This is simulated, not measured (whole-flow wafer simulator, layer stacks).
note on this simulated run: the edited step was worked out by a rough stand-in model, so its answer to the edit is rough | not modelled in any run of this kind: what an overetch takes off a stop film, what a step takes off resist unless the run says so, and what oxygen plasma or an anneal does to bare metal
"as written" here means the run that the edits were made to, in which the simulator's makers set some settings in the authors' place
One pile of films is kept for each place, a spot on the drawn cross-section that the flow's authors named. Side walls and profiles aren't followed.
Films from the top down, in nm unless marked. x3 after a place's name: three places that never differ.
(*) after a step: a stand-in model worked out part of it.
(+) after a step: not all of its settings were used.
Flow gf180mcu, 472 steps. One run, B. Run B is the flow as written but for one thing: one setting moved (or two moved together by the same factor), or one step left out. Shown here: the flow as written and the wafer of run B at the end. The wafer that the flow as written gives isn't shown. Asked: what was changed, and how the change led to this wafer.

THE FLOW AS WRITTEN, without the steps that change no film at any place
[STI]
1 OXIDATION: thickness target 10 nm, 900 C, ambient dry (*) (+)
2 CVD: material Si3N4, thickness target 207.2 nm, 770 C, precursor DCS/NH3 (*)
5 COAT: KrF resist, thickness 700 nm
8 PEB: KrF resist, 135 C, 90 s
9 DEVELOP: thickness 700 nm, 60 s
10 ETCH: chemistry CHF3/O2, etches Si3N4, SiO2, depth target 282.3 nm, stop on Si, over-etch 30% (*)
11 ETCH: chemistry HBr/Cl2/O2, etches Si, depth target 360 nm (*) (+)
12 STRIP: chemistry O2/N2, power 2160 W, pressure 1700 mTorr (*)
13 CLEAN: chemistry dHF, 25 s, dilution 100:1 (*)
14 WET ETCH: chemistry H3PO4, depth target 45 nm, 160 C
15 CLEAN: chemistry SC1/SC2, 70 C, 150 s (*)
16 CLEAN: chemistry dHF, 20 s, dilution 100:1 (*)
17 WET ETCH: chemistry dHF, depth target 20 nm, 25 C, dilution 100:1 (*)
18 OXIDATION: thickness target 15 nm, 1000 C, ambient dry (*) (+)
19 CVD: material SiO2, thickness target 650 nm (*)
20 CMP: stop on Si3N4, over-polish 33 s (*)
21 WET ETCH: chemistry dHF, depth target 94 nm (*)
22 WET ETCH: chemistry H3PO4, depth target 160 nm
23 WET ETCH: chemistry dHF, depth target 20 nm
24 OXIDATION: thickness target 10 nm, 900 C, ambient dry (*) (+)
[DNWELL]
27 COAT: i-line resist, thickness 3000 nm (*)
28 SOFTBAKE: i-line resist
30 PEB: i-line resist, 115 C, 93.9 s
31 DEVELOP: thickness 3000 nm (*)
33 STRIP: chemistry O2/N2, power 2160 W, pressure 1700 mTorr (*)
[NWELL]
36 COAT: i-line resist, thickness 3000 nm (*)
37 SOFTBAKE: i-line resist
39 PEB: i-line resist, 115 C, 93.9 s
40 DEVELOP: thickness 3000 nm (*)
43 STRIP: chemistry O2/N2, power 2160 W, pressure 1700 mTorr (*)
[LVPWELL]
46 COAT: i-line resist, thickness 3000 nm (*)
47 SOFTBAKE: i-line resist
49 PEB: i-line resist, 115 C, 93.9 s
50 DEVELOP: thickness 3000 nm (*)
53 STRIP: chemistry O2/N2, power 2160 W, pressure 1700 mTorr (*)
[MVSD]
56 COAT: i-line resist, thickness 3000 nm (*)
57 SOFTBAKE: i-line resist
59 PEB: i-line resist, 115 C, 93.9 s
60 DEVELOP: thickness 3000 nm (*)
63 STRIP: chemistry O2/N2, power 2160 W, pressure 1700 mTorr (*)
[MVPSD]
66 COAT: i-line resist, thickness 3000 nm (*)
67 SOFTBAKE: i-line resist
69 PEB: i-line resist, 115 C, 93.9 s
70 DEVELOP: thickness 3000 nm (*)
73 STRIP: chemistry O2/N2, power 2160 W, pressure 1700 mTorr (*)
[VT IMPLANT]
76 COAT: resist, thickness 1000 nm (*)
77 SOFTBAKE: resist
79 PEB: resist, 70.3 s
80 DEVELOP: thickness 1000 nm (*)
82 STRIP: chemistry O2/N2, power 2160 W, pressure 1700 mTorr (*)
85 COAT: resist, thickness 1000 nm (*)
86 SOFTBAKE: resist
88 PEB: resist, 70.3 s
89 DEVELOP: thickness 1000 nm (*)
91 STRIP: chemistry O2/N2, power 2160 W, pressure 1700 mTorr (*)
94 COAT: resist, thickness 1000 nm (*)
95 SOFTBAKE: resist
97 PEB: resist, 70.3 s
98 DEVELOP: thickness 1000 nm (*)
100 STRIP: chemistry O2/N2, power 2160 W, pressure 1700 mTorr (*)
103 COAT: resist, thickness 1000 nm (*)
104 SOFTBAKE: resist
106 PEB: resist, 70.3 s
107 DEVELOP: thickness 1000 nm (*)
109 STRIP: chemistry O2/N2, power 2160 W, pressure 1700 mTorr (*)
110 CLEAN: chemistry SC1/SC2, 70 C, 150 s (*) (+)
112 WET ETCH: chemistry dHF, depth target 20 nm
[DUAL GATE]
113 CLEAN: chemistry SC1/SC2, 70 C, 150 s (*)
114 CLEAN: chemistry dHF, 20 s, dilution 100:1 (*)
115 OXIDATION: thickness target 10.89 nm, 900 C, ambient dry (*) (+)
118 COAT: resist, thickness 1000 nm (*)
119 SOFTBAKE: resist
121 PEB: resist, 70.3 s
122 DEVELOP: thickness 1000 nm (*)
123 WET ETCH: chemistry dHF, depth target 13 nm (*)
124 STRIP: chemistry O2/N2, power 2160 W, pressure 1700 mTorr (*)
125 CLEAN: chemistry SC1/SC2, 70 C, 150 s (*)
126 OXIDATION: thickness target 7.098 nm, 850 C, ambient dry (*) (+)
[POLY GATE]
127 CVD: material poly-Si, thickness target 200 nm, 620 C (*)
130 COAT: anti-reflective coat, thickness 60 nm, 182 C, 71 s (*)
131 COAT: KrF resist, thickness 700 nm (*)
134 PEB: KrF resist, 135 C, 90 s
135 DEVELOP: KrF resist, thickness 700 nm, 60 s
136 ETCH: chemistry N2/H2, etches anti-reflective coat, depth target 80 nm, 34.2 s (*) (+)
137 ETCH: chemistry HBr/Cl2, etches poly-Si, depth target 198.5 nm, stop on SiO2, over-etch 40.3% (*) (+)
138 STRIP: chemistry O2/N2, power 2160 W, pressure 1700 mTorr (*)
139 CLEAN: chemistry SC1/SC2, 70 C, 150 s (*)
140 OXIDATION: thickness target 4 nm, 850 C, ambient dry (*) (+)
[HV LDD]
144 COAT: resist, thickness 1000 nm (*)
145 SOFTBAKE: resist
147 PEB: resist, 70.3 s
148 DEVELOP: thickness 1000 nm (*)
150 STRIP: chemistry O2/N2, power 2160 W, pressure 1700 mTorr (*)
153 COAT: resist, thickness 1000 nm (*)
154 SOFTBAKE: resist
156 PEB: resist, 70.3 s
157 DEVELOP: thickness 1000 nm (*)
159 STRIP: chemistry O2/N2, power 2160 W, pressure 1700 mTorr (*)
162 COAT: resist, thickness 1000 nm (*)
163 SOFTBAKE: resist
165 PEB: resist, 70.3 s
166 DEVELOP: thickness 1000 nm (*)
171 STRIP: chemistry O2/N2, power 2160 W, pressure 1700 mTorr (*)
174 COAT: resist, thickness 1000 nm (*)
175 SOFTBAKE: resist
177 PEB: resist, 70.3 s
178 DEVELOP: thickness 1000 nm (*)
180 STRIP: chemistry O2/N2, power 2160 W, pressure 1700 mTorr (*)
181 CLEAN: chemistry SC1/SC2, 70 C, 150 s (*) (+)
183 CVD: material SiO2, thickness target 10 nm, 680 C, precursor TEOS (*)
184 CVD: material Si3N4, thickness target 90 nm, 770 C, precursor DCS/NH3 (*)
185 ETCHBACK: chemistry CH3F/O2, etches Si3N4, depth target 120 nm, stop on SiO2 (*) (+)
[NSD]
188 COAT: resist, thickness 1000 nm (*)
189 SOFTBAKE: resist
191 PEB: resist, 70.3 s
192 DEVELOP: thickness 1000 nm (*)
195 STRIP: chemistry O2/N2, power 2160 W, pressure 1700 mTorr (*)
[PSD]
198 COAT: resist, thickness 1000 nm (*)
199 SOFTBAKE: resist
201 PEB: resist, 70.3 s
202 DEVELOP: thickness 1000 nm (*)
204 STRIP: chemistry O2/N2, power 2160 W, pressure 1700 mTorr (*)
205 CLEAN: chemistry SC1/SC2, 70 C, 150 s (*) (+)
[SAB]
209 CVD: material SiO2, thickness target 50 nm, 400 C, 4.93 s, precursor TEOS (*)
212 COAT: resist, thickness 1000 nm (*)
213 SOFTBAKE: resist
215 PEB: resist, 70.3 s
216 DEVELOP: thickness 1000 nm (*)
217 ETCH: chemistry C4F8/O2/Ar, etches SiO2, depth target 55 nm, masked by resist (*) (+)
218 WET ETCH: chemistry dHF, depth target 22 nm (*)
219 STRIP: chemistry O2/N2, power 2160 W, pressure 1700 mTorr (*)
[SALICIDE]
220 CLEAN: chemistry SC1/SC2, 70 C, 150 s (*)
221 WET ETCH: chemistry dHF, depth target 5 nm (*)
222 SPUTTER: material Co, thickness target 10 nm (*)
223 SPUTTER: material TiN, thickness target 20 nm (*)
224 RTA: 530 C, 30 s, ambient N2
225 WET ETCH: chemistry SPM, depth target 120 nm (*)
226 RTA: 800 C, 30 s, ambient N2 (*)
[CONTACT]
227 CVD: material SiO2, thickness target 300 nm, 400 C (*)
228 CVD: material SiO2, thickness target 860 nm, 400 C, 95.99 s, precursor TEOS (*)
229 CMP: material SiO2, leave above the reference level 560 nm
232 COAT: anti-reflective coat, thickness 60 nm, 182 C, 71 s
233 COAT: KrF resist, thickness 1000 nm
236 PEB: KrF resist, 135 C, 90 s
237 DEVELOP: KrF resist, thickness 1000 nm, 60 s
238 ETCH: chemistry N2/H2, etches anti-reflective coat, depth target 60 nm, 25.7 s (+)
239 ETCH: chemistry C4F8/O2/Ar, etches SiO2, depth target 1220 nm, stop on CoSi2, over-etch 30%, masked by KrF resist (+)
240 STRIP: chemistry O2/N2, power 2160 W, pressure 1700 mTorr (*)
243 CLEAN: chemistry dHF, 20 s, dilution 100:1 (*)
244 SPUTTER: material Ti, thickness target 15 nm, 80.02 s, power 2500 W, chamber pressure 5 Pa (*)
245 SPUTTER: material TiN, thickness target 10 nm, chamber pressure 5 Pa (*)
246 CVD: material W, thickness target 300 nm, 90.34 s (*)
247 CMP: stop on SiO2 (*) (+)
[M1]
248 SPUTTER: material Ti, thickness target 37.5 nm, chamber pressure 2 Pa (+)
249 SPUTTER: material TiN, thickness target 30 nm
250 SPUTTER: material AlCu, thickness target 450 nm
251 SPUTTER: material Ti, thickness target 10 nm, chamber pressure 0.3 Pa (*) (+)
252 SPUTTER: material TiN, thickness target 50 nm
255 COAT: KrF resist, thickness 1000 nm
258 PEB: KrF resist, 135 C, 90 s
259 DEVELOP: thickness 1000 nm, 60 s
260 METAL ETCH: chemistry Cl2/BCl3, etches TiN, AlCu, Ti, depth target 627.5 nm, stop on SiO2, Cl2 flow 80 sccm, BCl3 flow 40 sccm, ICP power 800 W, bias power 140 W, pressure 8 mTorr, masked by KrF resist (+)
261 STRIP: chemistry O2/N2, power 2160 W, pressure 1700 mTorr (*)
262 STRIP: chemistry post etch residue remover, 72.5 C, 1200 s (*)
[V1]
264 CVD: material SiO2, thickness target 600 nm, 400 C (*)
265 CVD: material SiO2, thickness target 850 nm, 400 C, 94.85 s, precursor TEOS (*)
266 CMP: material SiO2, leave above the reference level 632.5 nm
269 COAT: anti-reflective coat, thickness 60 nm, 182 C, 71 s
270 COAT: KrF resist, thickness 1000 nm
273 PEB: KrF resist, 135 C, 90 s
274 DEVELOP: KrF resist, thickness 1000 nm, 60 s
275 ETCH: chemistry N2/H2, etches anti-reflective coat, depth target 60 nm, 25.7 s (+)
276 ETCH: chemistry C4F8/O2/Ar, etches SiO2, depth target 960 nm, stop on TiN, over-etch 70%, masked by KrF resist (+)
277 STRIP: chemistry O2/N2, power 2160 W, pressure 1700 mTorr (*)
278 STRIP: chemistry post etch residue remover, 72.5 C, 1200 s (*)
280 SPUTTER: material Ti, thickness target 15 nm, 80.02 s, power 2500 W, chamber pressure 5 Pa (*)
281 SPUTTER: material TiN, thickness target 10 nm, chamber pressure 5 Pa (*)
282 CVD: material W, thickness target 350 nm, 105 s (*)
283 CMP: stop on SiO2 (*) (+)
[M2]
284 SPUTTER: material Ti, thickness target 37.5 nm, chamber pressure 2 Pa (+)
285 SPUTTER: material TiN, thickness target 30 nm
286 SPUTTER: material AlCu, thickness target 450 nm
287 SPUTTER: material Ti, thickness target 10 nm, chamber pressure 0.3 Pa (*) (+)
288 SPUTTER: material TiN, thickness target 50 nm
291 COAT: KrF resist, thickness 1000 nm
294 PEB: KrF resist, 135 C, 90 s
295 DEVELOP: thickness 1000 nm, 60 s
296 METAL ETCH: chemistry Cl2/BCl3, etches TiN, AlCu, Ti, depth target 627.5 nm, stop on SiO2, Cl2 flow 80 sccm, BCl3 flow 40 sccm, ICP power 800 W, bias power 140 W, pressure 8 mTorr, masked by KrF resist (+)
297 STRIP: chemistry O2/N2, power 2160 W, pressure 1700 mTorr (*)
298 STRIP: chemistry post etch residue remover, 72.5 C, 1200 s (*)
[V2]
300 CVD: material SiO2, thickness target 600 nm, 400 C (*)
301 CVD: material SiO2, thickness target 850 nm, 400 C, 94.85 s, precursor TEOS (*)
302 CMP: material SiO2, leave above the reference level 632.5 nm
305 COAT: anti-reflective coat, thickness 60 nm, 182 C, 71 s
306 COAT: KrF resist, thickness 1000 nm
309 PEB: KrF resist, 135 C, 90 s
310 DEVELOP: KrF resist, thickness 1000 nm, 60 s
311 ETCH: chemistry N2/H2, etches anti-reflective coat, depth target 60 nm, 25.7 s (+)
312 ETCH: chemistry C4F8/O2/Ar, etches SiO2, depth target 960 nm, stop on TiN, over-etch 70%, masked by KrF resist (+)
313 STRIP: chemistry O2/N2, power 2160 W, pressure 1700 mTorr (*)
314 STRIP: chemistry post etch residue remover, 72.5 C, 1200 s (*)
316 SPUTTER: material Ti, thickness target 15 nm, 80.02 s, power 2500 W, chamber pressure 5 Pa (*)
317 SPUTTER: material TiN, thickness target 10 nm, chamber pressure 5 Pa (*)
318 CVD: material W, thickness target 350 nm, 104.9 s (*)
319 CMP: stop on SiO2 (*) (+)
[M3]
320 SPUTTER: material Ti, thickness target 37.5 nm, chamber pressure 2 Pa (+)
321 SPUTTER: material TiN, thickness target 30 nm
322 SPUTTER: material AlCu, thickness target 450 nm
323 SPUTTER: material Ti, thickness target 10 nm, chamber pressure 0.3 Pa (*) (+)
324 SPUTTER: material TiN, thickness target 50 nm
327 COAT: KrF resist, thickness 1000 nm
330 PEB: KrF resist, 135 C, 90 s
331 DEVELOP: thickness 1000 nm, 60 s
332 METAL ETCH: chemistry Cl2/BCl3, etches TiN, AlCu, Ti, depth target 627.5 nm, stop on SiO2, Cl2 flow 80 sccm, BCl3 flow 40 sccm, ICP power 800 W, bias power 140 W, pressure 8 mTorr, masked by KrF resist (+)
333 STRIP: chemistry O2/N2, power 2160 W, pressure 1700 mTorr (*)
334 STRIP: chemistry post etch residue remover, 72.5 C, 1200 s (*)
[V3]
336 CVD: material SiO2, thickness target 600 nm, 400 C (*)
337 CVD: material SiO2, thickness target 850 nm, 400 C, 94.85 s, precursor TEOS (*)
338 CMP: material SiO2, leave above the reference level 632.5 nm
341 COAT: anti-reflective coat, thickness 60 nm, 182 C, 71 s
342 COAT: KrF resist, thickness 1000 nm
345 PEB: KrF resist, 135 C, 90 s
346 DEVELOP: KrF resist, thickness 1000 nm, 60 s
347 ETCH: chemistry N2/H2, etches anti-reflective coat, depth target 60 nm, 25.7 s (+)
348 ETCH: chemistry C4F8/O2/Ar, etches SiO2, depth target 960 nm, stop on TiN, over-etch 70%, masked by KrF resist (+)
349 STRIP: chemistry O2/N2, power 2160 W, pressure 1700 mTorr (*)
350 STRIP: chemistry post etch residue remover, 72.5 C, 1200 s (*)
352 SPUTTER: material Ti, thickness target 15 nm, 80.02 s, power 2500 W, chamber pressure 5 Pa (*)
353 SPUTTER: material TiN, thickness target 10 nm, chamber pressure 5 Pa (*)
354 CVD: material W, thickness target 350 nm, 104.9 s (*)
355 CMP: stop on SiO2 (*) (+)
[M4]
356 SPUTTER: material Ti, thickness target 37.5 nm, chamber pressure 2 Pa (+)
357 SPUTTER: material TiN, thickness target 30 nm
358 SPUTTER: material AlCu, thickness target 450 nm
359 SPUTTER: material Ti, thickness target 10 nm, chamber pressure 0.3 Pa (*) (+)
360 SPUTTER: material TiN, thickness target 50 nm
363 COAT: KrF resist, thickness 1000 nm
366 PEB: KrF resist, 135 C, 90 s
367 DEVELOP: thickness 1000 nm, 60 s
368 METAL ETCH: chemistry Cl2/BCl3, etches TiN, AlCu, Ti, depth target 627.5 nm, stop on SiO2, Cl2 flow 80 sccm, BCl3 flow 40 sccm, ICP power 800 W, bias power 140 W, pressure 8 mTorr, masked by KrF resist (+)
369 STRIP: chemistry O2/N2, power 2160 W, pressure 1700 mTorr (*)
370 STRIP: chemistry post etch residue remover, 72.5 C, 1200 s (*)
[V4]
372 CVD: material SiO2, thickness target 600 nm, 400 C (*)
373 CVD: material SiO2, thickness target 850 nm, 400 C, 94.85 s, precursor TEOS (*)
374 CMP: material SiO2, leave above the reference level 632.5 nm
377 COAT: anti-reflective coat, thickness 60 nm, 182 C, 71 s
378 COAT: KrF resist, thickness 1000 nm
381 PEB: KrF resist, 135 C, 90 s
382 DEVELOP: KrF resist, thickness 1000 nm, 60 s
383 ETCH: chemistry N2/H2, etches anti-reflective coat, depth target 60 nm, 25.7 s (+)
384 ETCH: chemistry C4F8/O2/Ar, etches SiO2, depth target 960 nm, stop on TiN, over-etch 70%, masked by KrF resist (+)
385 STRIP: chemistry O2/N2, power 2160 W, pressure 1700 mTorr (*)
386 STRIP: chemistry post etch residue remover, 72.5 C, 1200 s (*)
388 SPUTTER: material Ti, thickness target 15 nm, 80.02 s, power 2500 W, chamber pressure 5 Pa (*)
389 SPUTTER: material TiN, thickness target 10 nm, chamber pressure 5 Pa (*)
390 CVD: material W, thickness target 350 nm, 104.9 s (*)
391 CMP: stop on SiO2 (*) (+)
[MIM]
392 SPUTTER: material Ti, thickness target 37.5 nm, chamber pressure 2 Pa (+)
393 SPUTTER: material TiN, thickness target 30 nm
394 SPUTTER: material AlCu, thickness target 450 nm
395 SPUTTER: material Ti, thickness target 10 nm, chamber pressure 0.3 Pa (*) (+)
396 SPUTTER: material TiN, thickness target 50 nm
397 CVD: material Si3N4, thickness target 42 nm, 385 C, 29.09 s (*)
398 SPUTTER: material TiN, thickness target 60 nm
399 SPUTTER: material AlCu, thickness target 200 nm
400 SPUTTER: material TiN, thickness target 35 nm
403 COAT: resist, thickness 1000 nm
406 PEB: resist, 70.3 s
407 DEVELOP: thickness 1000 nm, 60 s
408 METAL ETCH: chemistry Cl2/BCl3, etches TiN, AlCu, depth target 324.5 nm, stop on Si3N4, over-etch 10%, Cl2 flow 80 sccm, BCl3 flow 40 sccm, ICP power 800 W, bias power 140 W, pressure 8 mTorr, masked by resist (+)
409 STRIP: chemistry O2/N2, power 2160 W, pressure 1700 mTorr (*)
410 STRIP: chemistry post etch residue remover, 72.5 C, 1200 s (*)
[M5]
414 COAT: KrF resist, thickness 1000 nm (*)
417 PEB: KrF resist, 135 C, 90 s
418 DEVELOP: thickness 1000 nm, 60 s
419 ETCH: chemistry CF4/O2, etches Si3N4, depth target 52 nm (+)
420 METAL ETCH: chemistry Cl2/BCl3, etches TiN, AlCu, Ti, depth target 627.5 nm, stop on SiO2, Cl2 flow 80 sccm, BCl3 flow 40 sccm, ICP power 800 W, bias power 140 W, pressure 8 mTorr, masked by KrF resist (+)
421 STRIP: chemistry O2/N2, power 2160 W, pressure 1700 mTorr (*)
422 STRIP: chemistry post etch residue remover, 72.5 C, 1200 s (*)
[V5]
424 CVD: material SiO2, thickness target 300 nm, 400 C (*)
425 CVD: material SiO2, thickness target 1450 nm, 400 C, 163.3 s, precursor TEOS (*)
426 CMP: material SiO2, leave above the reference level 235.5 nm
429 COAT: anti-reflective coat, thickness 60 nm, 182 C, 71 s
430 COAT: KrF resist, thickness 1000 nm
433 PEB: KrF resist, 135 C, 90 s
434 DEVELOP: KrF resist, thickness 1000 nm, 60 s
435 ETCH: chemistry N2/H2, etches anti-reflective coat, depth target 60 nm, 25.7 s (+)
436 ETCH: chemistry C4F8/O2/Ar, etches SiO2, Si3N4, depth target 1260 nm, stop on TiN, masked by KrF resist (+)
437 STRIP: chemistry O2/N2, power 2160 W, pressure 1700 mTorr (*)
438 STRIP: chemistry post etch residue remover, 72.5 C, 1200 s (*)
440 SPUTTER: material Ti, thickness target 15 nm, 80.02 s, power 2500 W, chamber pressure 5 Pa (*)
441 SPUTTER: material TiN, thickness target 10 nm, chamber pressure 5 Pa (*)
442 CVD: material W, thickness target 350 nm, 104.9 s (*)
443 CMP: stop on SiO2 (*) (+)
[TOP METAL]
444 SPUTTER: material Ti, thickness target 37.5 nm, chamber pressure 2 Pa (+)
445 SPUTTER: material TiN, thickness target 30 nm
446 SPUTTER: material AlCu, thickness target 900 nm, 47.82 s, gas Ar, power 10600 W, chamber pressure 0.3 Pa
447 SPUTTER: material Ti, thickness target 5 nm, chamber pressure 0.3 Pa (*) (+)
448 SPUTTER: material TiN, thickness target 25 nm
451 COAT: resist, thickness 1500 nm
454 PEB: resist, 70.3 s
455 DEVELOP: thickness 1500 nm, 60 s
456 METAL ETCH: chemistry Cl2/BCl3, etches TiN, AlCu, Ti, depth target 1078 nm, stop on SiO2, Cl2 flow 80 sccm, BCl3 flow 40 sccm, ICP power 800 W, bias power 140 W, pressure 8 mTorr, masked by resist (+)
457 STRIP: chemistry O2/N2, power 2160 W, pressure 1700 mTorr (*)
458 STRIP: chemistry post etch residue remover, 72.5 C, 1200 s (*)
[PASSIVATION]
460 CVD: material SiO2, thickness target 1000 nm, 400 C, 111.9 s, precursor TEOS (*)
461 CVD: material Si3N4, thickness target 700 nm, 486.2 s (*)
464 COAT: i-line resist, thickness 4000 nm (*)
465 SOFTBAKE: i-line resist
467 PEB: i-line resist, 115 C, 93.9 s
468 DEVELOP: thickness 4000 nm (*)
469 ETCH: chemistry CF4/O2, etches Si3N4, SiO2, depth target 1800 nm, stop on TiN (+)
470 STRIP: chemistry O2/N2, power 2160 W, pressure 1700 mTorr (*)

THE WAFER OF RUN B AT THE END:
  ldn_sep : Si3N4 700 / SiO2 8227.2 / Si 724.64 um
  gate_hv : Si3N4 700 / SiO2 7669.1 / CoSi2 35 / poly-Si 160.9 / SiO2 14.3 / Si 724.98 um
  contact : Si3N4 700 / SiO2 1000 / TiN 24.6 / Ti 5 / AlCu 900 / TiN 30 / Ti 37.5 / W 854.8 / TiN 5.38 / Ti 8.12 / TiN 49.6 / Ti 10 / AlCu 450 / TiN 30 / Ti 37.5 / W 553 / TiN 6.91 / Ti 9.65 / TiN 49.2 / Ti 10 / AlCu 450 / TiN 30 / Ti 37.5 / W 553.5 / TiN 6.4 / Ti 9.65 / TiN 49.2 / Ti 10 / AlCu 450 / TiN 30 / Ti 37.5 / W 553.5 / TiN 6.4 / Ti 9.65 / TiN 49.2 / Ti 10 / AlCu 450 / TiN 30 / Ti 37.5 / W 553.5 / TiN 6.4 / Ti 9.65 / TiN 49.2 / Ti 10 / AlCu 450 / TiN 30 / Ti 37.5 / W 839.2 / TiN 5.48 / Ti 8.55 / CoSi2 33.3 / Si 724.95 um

The cause: step 389, SPUTTER: thickness target 10.8 nm was run, where the flow has thickness target 10 nm.

How the change led to this, step by step:
  389 SPUTTER: material TiN, thickness target 10 nm, chamber pressure 5 Pa (*)
      field, field__w1, field__w2 and 107 more: TiN +10.8 (new film) (as written it would be: TiN +10 (new film))
      contact: TiN +6.91 (new film) (as written it would be: TiN +6.4 (new film))
  391 CMP: stop on SiO2 (*) (+)
      field, field__w1, field__w2 and 107 more: W -350 (all of it), TiN -10.8 (all of it), Ti -15 (all of it), SiO2 -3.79 (as written it would be: W -350 (all of it), TiN -10 (all of it), Ti -15 (all of it), SiO2 -3.78)
